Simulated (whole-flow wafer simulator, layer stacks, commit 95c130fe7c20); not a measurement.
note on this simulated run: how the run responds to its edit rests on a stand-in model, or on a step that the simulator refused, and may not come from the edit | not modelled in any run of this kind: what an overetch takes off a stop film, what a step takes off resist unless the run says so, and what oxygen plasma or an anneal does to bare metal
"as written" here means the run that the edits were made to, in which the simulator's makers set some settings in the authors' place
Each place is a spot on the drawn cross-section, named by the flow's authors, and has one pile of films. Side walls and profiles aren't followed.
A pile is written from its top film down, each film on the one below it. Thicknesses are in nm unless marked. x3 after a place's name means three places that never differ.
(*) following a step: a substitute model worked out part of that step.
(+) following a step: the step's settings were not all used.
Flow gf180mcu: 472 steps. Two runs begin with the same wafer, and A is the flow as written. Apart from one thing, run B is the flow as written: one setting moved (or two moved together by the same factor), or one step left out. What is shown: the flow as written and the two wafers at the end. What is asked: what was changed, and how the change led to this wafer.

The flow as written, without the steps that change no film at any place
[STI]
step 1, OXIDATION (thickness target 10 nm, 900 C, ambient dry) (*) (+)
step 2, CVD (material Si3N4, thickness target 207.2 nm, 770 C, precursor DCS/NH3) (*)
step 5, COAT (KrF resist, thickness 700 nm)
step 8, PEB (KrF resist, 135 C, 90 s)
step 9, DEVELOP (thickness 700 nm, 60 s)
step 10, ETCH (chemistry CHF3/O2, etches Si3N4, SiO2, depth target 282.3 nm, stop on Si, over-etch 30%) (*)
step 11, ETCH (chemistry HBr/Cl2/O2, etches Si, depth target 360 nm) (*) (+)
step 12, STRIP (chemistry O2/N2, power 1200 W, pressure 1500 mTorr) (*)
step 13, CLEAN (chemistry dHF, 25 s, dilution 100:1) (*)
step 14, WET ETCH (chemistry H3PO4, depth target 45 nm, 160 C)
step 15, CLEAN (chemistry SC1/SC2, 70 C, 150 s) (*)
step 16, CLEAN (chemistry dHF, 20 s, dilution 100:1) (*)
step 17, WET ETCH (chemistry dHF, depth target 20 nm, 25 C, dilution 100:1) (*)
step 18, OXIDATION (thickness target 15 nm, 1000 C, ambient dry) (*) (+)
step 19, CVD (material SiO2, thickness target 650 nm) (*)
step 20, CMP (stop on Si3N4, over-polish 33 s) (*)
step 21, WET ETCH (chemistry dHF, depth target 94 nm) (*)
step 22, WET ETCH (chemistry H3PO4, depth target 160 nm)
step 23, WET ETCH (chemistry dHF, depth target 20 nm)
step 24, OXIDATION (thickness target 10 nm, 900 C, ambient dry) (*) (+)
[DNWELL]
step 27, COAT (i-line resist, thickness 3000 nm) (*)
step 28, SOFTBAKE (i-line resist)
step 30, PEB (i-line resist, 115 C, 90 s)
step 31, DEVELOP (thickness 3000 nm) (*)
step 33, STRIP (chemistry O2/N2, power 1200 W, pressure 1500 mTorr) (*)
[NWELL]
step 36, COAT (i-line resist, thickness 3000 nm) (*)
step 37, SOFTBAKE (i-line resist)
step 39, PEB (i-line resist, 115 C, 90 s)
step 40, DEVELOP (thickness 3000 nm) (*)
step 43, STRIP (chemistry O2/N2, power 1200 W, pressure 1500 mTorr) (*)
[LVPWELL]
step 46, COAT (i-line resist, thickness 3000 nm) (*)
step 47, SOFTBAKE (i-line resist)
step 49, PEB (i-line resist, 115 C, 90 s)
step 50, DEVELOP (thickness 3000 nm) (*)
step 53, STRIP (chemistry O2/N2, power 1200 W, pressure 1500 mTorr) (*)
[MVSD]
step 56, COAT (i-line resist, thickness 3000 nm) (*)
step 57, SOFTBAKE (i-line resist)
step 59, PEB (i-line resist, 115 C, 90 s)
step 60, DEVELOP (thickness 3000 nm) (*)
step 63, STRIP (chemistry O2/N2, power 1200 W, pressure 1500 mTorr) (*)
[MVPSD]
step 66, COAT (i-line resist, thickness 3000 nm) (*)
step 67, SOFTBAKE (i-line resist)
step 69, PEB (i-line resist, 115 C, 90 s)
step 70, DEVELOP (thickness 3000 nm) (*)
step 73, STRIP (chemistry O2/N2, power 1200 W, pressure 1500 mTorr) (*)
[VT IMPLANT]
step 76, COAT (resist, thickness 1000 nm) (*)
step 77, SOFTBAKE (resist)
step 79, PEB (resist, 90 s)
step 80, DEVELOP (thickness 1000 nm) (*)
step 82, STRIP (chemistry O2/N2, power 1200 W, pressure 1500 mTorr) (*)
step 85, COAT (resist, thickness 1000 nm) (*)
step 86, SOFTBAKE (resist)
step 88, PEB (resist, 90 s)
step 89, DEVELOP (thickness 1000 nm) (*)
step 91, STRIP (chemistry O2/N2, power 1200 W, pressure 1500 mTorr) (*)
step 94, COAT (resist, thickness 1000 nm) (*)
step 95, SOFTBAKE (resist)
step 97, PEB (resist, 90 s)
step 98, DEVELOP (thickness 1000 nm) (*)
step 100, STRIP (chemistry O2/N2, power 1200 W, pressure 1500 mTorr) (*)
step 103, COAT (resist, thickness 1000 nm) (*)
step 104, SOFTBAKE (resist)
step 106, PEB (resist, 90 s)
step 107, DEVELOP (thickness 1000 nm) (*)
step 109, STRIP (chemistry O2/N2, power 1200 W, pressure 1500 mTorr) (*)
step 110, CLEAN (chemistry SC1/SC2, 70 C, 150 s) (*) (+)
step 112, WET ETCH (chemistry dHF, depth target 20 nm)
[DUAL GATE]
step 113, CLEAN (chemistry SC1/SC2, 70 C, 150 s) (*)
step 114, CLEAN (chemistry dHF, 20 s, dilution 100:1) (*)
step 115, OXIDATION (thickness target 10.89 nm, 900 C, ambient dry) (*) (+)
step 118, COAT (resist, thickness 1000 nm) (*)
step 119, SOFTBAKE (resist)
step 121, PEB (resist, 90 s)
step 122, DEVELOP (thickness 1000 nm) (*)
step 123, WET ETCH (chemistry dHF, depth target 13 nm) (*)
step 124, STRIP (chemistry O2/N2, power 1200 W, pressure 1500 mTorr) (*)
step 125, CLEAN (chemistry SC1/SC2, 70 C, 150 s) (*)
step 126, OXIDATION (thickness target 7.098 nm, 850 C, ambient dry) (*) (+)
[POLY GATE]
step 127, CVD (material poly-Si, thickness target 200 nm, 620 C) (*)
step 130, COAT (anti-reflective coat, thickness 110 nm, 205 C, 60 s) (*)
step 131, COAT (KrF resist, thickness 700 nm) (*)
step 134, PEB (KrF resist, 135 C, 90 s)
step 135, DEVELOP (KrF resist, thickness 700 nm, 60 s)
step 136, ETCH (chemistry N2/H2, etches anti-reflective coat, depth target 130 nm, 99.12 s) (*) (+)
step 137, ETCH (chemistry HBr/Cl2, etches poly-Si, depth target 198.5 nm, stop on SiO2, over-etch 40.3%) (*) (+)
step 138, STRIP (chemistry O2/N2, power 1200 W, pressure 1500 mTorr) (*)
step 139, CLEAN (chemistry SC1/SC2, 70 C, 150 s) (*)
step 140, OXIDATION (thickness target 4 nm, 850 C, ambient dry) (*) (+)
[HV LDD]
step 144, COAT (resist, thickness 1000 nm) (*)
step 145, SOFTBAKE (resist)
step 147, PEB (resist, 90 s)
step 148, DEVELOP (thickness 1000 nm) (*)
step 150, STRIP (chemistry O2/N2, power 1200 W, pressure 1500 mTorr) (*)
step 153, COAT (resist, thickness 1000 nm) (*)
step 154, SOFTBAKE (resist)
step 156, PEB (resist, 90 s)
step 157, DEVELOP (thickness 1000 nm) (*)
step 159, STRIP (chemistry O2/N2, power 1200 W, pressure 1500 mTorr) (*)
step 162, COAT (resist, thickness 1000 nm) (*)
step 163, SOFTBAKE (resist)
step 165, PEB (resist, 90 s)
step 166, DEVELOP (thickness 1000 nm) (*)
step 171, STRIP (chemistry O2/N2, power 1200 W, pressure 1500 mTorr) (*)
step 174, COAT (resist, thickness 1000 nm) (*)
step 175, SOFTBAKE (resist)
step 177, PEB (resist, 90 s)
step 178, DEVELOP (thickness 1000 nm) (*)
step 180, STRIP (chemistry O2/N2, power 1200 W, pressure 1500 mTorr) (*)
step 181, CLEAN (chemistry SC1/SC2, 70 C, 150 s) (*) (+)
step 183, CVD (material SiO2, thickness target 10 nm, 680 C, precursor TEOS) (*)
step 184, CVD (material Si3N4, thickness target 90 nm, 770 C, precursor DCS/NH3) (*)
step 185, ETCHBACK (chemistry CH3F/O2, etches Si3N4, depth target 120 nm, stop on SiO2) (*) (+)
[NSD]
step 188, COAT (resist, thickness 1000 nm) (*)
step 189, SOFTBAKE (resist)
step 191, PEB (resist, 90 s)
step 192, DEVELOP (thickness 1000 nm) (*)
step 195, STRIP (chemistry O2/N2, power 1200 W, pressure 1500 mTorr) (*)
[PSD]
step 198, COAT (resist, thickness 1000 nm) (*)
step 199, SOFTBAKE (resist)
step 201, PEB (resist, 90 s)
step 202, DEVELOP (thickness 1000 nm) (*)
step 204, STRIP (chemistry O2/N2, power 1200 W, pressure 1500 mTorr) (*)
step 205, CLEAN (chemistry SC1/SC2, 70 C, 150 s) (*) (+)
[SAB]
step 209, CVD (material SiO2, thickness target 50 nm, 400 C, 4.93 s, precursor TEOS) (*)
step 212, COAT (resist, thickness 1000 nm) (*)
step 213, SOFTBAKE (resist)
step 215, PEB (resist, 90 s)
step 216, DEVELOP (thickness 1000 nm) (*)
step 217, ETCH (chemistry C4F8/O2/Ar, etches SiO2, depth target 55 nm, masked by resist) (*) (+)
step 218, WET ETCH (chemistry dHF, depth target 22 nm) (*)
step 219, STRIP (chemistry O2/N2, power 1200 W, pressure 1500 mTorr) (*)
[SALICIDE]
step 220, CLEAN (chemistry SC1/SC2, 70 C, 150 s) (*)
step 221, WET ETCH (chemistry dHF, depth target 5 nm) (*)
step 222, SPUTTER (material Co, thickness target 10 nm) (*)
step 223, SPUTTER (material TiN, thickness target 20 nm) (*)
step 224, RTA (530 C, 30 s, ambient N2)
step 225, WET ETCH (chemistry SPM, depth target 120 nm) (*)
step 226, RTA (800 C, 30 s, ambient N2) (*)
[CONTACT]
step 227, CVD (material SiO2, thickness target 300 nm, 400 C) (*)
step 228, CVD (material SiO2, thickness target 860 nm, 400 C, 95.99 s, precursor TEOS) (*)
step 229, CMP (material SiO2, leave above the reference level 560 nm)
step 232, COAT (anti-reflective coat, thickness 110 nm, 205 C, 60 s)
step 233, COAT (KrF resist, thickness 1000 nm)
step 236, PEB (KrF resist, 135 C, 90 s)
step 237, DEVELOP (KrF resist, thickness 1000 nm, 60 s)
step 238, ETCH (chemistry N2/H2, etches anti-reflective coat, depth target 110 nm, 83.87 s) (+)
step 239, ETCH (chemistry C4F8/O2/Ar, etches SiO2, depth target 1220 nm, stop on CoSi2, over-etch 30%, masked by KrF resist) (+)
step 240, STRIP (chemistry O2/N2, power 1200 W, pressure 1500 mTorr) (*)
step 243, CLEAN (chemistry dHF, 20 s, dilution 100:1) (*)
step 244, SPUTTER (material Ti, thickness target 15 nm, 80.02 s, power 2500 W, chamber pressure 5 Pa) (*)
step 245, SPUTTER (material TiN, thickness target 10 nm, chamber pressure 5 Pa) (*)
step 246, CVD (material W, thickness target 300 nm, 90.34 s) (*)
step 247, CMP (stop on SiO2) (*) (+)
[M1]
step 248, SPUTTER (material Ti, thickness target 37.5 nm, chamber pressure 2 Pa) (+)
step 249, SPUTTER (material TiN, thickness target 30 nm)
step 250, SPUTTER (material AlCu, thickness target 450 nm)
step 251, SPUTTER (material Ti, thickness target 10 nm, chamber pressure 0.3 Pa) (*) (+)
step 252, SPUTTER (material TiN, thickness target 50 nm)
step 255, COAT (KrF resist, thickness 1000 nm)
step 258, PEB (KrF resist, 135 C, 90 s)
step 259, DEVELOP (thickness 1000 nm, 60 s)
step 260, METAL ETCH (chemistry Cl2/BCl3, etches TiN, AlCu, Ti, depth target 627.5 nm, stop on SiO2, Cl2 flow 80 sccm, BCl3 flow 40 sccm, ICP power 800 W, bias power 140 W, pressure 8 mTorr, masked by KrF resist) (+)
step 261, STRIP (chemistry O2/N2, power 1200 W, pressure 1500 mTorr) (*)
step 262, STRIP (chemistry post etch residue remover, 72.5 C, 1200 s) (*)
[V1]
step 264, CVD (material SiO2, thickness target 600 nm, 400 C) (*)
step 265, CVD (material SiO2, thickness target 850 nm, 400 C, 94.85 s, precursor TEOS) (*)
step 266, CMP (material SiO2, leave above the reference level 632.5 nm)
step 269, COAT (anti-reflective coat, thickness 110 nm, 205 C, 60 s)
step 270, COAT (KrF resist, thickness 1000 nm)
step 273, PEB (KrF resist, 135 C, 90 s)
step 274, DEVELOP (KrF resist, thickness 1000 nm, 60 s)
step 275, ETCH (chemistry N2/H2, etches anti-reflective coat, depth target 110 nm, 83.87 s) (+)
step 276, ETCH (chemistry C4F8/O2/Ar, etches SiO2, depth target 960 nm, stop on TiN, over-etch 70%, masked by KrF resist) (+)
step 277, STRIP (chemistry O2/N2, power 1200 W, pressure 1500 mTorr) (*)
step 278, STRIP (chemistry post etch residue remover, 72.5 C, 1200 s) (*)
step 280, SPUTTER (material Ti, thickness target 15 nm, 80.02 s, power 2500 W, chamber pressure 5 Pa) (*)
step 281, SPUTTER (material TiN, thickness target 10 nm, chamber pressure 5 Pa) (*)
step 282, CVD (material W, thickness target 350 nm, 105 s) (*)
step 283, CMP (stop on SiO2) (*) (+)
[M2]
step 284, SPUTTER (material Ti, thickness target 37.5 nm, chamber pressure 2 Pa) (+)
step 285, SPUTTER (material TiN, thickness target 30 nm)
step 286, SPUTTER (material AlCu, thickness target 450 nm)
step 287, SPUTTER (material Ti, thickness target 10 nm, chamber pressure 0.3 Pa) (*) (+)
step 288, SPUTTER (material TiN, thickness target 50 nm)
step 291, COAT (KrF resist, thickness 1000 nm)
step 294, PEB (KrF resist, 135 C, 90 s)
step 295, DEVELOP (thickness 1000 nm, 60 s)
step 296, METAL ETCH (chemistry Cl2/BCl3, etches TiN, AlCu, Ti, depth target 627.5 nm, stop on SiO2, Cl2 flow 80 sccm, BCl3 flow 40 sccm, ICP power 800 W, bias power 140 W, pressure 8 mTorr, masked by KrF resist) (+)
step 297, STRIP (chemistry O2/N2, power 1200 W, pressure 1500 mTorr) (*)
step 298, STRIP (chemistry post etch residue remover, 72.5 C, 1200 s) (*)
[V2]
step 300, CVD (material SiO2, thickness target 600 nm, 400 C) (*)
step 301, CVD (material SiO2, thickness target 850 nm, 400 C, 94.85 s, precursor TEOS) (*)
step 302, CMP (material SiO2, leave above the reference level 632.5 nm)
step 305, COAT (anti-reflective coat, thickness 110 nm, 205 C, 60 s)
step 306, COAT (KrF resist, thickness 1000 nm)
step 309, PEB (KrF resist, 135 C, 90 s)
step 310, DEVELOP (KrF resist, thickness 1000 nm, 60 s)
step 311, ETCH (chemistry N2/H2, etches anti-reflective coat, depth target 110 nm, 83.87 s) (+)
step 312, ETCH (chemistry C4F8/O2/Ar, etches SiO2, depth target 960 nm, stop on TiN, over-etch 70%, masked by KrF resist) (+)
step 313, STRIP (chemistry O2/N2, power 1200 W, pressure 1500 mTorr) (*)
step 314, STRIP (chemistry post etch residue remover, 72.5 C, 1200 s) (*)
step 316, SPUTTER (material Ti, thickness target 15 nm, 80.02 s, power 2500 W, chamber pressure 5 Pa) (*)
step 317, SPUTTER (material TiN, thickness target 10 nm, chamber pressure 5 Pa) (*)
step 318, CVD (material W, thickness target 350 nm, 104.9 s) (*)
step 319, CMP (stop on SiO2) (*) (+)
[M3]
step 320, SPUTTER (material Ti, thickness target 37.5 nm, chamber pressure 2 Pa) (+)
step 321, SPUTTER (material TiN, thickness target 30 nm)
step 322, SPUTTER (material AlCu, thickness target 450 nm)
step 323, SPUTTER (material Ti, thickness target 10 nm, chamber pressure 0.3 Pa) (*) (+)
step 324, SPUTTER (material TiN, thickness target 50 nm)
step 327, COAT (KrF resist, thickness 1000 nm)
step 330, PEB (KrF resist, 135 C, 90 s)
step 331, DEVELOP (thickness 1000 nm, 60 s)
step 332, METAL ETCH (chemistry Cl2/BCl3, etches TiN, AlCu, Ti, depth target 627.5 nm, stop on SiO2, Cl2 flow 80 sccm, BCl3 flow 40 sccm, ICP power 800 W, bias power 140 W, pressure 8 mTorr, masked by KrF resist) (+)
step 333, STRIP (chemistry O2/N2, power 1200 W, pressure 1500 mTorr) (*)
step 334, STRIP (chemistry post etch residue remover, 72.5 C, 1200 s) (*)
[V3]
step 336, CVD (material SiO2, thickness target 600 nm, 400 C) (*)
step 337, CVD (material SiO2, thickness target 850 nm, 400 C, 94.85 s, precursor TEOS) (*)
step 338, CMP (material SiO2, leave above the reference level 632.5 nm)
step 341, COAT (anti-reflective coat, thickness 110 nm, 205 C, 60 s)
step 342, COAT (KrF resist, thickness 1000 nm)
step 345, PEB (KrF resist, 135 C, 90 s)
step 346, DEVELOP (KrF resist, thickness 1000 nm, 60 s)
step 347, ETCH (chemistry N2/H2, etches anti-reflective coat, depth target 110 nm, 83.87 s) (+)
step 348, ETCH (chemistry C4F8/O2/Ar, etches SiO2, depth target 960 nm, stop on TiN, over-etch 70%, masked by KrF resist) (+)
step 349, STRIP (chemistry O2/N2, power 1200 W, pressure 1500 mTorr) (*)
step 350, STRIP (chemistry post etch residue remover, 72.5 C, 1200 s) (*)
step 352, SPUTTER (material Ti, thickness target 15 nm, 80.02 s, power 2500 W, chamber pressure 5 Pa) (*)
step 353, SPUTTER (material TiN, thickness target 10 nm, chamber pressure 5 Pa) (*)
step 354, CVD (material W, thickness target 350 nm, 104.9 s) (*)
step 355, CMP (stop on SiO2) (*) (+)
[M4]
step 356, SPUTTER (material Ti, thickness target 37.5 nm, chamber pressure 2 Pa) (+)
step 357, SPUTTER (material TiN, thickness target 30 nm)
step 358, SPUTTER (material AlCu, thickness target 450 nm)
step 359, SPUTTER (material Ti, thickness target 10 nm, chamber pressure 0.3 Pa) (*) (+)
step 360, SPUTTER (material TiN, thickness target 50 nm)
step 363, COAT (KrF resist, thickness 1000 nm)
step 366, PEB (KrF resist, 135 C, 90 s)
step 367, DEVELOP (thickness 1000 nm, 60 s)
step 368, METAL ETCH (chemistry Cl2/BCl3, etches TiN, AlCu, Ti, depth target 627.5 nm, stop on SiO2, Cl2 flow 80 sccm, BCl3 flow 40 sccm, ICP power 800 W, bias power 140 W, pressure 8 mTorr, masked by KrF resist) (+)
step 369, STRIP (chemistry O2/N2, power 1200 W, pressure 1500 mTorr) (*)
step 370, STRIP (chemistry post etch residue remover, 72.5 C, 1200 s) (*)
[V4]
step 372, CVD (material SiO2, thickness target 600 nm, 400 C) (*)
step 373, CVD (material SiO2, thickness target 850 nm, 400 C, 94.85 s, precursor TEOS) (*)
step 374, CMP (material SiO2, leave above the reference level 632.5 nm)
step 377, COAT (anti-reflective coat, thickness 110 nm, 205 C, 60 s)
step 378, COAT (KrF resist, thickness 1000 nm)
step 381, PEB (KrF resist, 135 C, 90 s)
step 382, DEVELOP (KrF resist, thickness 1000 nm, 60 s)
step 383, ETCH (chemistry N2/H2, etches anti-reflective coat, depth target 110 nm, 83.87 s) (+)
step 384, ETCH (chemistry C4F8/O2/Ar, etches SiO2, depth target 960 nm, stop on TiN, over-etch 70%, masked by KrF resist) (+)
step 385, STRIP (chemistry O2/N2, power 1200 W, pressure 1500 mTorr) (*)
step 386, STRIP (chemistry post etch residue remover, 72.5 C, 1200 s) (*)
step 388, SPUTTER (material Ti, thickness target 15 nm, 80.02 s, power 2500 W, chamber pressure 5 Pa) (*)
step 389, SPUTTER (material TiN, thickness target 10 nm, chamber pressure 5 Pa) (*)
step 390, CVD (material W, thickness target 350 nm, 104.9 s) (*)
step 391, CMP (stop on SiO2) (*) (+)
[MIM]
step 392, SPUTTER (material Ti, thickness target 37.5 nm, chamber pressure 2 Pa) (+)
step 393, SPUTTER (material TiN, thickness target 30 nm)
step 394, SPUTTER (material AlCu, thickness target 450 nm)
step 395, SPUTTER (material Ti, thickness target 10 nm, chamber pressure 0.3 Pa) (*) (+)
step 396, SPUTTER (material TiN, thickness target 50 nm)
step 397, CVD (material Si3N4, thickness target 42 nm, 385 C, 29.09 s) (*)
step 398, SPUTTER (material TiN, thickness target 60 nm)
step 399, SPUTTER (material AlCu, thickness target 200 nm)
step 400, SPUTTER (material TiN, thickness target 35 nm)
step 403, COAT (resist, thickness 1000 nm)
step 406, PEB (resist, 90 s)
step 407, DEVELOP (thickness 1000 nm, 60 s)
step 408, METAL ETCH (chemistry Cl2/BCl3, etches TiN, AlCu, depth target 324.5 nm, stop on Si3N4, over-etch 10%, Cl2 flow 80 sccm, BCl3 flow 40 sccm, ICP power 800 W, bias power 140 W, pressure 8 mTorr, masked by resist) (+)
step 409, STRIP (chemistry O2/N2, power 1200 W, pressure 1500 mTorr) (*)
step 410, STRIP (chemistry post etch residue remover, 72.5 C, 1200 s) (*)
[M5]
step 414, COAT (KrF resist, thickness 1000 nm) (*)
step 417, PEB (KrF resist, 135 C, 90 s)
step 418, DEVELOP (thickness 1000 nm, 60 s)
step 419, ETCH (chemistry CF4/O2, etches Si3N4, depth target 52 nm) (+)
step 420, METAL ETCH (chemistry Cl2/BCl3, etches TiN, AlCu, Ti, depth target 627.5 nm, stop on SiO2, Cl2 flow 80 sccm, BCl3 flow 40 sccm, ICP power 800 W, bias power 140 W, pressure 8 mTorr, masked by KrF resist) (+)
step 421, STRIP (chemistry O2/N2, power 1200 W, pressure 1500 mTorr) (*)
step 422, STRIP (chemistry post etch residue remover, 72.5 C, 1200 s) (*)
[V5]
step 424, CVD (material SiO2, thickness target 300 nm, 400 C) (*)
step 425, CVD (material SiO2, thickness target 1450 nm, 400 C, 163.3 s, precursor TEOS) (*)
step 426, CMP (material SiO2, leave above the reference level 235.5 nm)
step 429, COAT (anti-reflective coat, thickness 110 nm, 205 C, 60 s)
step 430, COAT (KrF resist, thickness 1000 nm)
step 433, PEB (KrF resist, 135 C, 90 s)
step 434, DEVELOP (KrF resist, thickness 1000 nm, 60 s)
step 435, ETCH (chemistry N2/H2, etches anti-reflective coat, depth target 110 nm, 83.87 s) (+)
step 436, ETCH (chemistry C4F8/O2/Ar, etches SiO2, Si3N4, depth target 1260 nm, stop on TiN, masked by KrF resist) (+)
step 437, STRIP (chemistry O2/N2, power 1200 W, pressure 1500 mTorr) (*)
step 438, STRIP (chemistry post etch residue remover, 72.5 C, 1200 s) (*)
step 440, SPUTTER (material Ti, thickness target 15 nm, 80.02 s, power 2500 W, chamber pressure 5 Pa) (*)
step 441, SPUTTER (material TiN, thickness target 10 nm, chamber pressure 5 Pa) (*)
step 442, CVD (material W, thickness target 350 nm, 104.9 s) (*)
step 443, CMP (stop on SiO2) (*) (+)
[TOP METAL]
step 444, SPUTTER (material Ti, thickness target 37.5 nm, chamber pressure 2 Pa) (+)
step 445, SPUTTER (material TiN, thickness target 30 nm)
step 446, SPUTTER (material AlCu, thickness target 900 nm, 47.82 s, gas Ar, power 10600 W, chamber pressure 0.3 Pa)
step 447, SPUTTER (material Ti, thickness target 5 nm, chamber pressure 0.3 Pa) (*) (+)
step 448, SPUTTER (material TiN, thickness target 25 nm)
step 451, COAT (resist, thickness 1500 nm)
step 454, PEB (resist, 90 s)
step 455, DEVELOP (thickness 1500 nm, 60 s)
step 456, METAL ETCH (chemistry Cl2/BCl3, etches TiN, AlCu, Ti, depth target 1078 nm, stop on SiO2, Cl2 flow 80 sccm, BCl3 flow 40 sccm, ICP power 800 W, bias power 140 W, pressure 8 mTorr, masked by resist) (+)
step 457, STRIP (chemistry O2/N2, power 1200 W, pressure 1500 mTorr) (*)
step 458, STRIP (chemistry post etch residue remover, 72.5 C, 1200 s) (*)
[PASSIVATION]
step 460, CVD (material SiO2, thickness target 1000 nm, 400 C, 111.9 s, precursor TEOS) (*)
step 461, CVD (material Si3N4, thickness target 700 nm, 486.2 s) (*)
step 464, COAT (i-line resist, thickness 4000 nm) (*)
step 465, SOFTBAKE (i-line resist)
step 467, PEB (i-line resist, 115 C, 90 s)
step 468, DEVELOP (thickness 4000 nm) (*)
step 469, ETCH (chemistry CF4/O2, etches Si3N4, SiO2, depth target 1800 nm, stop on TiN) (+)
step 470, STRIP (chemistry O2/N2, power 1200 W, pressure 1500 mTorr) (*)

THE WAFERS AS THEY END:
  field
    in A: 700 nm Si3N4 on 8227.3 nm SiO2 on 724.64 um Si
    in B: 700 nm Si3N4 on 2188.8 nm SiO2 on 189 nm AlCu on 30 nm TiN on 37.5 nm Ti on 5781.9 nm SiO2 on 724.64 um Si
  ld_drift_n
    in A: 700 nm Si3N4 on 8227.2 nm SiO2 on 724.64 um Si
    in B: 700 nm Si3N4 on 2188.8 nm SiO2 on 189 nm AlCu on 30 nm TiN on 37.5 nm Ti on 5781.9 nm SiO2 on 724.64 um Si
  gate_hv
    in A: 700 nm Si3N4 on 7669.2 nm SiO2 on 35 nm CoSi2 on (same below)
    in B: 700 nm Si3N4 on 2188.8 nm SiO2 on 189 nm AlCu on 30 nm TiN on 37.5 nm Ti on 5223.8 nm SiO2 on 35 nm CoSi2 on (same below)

The reason: step 420, METAL ETCH: depth target 313.8 nm was run, while the flow as written has depth target 627.5 nm.

How this came from the change, step by step:
  step 420, METAL ETCH (chemistry Cl2/BCl3, etches TiN, AlCu, Ti, depth target 627.5 nm, stop on SiO2, Cl2 flow 80 sccm, BCl3 flow 40 sccm, ICP power 800 W, bias power 140 W, pressure 8 mTorr, masked by KrF resist) (+)
      field, field__w1, field__w2 and 101 more: A -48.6 TiN (all of it), -10 Ti (all of it), -450 AlCu (all of it), -30 TiN (all of it), -37.5 Ti (all of it) | B -48.6 TiN (all of it), -10 Ti (all of it), -255.2 AlCu
      field__w4, field__w8, contact, m1, m1__w1, mim, mim_1p0, m1_nw: A -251 KrF resist | B -125.5 KrF resist
  step 421, STRIP (chemistry O2/N2, power 1200 W, pressure 1500 mTorr) (*)
      field__w8, m1__w1: A -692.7 KrF resist (all of it) | B -818.2 KrF resist (all of it)
      contact, m1: A -693.2 KrF resist (all of it) | B -818.6 KrF resist (all of it)
      (as well as at 4 more places)
  step 422, STRIP (chemistry post etch residue remover, 72.5 C, 1200 s) (*)
      field, field__w1, field__w2 and 101 more: A nothing | B -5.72 AlCu
  step 424, CVD (material SiO2, thickness target 300 nm, 400 C) (*)
      field, field__w1, field__w2 and 101 more: A +300 SiO2 | B +300 SiO2 (new film)
  step 426, CMP (material SiO2, leave above the reference level 235.5 nm)
      field, field__w1, field__w5 and 92 more: A -300.8 SiO2 | B -557.4 SiO2
      field__w2, field__w3, field__w12 and 6 more: A -272.7 SiO2 | B -540.9 SiO2
Taking metal films that touch as one body, field has 1 body; the flow as written gives 0 bodies.
Taking metal films that touch as one body, ld_drift_n has 1 body; the flow as written gives 0 bodies.
Taking metal films that touch as one body, gate_hv has 2 bodies (between them, from the top down: SiO2 5223.8); the flow as written gives 1 body.
